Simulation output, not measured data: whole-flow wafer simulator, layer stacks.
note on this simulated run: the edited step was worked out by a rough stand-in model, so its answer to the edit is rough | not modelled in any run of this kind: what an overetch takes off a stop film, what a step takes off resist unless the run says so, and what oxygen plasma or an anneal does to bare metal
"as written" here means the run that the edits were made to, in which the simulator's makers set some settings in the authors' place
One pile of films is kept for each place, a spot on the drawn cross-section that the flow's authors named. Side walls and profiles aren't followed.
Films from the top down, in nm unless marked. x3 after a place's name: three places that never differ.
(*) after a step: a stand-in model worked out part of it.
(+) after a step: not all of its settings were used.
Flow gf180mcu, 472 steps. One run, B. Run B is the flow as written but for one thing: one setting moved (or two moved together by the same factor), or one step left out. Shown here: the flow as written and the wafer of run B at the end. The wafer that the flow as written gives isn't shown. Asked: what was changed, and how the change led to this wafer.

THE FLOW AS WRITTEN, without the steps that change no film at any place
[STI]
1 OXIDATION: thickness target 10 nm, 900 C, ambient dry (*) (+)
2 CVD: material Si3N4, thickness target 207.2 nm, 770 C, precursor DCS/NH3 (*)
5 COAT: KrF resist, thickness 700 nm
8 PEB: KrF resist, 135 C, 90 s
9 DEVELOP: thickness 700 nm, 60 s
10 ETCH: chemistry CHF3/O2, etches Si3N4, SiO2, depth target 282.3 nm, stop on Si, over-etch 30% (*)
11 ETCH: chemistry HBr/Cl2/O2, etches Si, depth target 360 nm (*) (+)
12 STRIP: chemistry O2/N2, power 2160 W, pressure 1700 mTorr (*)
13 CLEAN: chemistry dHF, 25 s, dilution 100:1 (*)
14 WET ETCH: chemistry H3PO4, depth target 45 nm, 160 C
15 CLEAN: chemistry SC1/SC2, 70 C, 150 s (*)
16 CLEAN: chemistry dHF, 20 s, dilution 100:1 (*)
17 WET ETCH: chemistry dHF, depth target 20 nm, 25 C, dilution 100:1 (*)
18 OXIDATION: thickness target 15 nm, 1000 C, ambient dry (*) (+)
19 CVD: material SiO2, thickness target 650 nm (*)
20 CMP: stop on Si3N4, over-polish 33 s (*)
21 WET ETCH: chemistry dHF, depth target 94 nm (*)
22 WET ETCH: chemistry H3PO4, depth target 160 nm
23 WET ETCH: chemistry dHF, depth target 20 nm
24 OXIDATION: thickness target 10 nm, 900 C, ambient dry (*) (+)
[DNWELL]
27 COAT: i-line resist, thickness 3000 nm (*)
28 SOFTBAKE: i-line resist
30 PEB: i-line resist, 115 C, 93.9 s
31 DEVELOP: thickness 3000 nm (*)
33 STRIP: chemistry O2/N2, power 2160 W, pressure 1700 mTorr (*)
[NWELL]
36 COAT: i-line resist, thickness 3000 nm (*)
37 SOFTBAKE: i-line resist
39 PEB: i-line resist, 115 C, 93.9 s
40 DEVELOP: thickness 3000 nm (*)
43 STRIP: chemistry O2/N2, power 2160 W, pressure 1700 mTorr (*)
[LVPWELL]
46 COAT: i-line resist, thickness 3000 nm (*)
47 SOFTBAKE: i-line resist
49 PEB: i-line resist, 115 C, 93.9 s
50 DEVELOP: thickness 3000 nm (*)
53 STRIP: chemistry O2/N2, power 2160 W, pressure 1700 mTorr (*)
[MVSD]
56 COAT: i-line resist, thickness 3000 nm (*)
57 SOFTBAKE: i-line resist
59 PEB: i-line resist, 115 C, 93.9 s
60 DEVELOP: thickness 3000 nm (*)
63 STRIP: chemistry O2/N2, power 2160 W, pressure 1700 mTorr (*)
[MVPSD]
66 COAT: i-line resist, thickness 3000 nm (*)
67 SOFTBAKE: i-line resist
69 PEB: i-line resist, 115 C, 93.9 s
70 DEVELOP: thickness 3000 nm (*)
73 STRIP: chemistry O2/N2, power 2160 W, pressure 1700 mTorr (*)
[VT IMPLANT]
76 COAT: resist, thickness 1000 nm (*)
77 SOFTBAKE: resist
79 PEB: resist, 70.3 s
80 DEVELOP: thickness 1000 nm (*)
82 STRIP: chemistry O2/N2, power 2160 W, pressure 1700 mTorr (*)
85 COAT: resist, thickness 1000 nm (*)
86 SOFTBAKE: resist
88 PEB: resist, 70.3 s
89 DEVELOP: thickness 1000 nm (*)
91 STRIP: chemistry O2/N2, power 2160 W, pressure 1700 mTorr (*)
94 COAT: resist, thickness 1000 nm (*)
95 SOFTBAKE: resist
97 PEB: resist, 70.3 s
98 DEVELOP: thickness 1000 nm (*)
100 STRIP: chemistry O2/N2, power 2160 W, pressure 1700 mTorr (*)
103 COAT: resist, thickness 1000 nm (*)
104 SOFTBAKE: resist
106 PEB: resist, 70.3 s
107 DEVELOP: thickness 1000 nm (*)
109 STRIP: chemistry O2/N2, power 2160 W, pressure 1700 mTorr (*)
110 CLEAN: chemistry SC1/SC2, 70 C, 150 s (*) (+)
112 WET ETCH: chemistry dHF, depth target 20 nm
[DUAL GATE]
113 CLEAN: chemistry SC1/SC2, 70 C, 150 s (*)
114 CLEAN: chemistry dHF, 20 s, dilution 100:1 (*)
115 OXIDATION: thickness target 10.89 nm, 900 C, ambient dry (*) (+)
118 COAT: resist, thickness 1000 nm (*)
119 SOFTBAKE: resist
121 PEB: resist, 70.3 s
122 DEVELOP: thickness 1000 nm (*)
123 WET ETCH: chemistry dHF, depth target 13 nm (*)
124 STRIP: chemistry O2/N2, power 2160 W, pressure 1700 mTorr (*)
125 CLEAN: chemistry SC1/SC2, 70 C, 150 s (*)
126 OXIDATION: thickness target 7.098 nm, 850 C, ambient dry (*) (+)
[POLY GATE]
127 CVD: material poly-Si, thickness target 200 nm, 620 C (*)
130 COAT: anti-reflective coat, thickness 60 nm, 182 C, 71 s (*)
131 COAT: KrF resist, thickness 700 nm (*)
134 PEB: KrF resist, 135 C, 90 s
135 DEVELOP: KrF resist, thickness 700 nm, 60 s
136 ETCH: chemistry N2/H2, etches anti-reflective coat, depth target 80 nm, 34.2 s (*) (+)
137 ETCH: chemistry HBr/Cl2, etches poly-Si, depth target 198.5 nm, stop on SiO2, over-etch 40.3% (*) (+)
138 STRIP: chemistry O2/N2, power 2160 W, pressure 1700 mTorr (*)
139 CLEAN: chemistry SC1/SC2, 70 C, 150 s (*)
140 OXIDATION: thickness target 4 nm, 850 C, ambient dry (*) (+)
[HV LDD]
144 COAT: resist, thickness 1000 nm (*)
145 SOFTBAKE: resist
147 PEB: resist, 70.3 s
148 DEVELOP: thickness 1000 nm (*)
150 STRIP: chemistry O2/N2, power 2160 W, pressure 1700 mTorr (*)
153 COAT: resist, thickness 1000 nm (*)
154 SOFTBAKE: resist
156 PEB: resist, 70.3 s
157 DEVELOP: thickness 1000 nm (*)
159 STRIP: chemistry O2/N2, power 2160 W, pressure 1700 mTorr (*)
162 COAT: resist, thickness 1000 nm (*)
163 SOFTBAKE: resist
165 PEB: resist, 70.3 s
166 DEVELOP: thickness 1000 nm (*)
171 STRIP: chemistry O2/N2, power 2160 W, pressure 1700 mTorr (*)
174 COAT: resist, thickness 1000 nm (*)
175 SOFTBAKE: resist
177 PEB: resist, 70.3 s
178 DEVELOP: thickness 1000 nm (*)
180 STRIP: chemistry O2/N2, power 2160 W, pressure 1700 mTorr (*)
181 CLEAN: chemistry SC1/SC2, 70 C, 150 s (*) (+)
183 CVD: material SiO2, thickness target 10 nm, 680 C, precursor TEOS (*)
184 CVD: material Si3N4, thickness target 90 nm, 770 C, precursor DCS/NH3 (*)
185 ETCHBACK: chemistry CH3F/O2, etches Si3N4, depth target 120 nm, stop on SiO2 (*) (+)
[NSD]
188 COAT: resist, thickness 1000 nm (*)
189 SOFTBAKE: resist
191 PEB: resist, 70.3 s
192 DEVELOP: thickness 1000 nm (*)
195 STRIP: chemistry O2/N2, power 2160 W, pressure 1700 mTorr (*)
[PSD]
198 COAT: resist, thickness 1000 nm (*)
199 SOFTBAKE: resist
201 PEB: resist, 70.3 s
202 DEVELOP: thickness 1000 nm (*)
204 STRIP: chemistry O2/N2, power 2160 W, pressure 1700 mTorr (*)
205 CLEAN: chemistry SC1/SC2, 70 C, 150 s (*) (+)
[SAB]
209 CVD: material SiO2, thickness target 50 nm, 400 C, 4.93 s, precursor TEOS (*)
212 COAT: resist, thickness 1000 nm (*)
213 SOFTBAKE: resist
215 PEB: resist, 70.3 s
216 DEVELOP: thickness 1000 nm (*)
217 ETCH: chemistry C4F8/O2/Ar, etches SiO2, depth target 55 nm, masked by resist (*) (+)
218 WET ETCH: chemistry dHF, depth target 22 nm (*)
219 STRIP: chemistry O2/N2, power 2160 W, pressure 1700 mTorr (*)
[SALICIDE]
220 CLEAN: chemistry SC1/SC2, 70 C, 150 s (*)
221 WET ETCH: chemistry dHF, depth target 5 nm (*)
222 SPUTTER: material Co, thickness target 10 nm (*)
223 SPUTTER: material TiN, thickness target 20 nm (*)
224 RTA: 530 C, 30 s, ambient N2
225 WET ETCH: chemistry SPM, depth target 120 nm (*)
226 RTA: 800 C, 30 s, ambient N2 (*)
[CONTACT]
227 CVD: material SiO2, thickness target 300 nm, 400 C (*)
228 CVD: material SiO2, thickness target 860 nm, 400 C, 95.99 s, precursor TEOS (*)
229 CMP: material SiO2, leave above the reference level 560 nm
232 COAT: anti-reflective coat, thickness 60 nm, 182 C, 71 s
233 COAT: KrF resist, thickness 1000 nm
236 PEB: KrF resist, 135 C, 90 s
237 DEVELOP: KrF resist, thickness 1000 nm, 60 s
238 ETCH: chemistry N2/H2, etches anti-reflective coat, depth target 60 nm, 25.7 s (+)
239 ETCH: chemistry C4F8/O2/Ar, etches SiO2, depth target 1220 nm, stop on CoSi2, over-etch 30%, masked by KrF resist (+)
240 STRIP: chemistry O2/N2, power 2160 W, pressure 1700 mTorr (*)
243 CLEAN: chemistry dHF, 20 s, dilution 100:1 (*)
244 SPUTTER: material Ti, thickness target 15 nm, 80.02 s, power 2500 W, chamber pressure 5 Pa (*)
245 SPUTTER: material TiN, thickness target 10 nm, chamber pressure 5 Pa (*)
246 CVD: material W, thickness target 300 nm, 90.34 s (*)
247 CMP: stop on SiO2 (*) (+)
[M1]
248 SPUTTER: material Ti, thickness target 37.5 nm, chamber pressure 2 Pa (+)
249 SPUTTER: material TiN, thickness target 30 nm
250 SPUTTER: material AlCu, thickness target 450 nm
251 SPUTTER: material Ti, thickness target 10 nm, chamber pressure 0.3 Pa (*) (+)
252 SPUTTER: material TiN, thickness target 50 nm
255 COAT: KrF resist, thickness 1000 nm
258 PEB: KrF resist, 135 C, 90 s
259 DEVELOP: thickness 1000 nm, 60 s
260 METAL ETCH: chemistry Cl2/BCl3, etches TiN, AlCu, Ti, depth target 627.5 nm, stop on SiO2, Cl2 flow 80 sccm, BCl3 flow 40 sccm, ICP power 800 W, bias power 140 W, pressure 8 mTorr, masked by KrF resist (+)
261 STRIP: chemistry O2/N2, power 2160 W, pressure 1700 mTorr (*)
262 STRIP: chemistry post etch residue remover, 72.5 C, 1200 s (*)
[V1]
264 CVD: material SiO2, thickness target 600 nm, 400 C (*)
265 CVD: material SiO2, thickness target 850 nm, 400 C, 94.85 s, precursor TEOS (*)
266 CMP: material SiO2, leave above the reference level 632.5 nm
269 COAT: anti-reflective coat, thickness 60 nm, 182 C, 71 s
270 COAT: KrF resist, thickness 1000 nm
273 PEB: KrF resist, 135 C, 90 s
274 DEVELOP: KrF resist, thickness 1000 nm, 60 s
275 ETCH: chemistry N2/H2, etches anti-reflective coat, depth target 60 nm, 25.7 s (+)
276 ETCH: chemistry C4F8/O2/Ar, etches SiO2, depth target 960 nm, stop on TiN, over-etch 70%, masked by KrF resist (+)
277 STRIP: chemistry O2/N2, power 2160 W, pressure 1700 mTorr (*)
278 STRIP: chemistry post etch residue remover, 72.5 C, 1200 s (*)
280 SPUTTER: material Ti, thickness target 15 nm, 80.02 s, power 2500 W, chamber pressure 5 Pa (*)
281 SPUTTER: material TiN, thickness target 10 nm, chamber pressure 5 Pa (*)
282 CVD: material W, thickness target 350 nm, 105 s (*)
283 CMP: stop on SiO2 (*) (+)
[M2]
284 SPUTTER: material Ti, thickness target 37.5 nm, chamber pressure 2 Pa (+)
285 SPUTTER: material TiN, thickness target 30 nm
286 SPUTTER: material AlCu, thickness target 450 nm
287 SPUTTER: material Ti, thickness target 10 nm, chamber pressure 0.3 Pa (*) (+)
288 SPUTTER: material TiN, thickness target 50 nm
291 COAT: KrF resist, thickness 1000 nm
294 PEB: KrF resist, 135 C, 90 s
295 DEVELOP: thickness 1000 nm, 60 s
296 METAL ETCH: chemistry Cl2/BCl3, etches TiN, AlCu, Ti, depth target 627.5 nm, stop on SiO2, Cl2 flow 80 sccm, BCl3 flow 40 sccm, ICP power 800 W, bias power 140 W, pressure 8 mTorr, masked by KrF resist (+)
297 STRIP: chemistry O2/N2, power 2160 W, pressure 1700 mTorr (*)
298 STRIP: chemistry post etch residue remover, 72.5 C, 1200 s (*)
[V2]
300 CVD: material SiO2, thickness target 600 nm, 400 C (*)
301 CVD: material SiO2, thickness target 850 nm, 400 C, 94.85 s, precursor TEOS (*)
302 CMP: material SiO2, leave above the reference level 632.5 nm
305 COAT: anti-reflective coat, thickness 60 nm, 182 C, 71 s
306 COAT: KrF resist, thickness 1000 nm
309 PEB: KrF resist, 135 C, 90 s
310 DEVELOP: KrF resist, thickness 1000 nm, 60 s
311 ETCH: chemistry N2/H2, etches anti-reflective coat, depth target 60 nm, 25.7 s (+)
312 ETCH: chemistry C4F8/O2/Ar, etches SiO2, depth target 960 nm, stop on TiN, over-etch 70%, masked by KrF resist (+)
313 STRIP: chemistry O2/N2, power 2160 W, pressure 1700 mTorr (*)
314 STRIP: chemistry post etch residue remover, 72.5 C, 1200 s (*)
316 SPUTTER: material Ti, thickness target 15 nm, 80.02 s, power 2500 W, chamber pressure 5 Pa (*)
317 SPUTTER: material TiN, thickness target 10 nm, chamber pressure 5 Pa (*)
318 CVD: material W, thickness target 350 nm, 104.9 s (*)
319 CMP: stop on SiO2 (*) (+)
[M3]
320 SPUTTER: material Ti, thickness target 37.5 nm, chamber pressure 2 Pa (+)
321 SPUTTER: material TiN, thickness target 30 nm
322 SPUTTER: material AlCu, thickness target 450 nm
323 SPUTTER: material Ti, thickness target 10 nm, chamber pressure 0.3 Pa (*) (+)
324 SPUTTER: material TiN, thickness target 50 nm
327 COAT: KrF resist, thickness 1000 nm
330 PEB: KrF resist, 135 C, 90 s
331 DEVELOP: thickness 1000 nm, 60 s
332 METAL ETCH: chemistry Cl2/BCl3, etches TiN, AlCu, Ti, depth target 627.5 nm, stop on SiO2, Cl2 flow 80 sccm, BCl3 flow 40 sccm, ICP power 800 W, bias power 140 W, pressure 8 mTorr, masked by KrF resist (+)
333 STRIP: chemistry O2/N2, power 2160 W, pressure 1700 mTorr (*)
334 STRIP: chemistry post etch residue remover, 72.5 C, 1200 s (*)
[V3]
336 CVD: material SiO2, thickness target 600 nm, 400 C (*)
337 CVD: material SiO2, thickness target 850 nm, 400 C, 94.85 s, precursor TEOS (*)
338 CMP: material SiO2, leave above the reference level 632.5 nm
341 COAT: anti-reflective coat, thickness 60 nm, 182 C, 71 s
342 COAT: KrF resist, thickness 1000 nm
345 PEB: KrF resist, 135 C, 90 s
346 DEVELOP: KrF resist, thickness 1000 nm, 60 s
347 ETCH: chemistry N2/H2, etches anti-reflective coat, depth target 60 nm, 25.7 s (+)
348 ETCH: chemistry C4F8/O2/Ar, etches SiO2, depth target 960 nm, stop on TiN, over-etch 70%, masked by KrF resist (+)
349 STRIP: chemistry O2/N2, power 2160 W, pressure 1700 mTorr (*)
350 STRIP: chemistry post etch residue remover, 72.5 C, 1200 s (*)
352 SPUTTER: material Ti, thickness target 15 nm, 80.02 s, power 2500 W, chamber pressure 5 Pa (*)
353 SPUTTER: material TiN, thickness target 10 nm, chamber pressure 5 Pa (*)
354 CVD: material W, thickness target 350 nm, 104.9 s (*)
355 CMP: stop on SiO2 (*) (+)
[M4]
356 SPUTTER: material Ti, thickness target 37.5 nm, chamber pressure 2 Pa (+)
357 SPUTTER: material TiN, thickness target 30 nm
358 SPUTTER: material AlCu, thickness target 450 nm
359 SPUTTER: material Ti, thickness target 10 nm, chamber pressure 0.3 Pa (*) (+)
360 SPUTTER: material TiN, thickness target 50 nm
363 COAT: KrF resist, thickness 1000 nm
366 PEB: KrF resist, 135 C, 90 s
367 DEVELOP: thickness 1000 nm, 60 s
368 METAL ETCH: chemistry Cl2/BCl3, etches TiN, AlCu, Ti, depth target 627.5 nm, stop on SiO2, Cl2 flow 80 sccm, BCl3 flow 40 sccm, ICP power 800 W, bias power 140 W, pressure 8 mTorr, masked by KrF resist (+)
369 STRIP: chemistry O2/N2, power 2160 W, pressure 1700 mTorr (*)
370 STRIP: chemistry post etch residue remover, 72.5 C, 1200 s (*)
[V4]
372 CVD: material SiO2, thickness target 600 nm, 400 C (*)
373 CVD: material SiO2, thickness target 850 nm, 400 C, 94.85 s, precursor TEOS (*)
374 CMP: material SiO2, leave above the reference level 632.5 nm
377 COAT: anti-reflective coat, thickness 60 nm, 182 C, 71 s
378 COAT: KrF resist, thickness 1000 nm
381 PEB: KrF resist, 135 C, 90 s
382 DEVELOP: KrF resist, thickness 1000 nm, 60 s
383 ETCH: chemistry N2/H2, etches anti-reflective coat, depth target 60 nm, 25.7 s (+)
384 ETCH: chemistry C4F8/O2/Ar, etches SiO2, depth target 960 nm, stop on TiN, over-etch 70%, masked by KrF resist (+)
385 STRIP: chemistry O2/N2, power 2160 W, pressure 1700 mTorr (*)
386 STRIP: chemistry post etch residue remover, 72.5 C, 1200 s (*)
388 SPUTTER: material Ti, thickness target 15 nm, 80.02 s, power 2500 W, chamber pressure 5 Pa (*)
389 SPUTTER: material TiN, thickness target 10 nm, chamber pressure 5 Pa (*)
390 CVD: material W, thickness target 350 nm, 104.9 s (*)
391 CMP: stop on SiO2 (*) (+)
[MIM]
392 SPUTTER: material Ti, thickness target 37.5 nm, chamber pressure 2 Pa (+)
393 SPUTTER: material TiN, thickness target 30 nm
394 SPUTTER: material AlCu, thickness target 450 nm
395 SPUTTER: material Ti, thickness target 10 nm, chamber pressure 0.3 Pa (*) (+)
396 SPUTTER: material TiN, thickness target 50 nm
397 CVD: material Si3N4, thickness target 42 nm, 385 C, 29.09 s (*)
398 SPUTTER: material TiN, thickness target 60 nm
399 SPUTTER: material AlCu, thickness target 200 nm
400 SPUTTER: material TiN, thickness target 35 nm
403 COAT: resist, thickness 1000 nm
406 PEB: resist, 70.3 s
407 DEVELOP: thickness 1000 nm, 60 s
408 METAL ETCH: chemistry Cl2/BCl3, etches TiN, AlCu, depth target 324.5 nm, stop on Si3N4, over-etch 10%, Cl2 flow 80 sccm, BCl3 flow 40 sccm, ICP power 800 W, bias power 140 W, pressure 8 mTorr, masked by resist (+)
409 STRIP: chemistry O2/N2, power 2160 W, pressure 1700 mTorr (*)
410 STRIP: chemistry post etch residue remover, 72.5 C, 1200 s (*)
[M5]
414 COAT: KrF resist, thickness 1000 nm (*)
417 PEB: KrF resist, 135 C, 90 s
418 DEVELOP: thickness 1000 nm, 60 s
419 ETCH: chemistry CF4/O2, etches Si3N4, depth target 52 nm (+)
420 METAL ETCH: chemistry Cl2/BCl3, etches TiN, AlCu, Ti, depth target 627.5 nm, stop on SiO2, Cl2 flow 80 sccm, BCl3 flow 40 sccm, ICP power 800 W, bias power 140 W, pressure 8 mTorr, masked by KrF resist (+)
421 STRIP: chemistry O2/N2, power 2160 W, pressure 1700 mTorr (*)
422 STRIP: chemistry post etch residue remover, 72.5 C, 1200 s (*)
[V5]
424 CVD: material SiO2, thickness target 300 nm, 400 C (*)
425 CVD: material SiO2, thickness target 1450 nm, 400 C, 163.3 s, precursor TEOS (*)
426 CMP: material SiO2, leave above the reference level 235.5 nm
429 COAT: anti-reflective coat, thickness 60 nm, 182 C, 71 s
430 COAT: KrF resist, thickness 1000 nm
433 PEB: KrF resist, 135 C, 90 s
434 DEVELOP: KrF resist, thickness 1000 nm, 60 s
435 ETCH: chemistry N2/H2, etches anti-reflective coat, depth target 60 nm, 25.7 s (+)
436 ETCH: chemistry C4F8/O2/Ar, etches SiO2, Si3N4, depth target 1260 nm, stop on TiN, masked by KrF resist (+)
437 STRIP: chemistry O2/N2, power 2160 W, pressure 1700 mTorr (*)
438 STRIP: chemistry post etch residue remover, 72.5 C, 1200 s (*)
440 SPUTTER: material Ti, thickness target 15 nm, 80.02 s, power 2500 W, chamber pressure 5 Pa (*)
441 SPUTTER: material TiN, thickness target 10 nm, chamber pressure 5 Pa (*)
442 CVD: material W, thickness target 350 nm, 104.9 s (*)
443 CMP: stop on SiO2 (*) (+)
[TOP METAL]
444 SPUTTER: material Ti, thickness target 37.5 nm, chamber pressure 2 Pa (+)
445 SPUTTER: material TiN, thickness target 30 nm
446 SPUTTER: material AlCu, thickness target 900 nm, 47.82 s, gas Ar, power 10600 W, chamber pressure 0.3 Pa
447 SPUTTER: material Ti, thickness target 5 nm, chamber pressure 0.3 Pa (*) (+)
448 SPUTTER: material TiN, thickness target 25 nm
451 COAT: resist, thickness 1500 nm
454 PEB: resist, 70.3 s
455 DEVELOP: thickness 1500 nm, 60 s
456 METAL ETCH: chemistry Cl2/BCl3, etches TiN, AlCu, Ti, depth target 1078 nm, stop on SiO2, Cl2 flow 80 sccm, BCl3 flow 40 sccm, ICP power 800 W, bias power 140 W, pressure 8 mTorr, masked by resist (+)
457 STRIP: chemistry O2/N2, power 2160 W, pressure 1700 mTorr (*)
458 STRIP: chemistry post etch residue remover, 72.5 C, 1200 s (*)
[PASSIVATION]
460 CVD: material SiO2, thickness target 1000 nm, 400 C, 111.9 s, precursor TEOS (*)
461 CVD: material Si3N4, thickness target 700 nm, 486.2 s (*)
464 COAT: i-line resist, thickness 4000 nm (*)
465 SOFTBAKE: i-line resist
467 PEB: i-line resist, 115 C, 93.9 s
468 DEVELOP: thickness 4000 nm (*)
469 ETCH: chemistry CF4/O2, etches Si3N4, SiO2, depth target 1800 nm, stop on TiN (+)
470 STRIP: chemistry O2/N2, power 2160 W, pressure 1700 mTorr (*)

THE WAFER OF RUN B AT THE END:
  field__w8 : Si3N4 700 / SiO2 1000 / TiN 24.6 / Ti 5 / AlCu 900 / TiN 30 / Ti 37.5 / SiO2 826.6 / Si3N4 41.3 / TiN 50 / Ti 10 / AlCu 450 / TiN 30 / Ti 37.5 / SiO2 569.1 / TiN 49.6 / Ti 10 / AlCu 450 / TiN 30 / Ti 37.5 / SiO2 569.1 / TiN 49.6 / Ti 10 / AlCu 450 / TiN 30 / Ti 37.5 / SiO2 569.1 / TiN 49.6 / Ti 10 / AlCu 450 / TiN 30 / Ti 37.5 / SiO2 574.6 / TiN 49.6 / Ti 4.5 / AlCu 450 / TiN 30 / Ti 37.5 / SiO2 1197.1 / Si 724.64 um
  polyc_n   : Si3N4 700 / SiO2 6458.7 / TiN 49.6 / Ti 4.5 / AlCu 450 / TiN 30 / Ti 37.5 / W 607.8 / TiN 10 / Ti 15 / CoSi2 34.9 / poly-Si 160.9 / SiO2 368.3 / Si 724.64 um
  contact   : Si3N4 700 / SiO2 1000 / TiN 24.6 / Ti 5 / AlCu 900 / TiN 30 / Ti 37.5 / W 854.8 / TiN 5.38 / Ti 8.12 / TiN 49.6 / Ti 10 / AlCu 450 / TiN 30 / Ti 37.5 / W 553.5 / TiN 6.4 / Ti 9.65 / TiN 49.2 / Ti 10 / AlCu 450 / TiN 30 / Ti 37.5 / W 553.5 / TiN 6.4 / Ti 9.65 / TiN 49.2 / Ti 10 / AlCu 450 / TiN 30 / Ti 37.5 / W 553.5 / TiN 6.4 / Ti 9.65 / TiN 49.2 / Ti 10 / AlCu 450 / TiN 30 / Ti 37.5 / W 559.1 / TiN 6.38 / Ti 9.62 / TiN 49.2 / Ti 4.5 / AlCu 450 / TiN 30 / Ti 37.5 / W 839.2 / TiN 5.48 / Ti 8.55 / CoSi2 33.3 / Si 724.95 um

The cause: step 251, SPUTTER: thickness target 4.5 nm was run, where the flow has thickness target 10 nm.
It can be read off the wafer: field__w8 has Ti 4.5, and step 251 as written asks for 10 nm.

How the change led to this, step by step:
  251 SPUTTER: material Ti, thickness target 10 nm, chamber pressure 0.3 Pa (*) (+)
      field, field__w1, field__w2 and 108 more: Ti +4.5 (new film) (as written it would be: Ti +10 (new film))
  260 METAL ETCH: chemistry Cl2/BCl3, etches TiN, AlCu, Ti, depth target 627.5 nm, stop on SiO2, Cl2 flow 80 sccm, BCl3 flow 40 sccm, ICP power 800 W, bias power 140 W, pressure 8 mTorr, masked by KrF resist (+)
      field, field__w1, field__w2 and 99 more: TiN -50 (all of it), Ti -4.5 (all of it), AlCu -450 (all of it), TiN -30 (all of it), Ti -37.5 (all of it) (as written it would be: TiN -50 (all of it), Ti -10 (all of it), AlCu -450 (all of it), TiN -30 (all of it), Ti -37.5 (all of it))
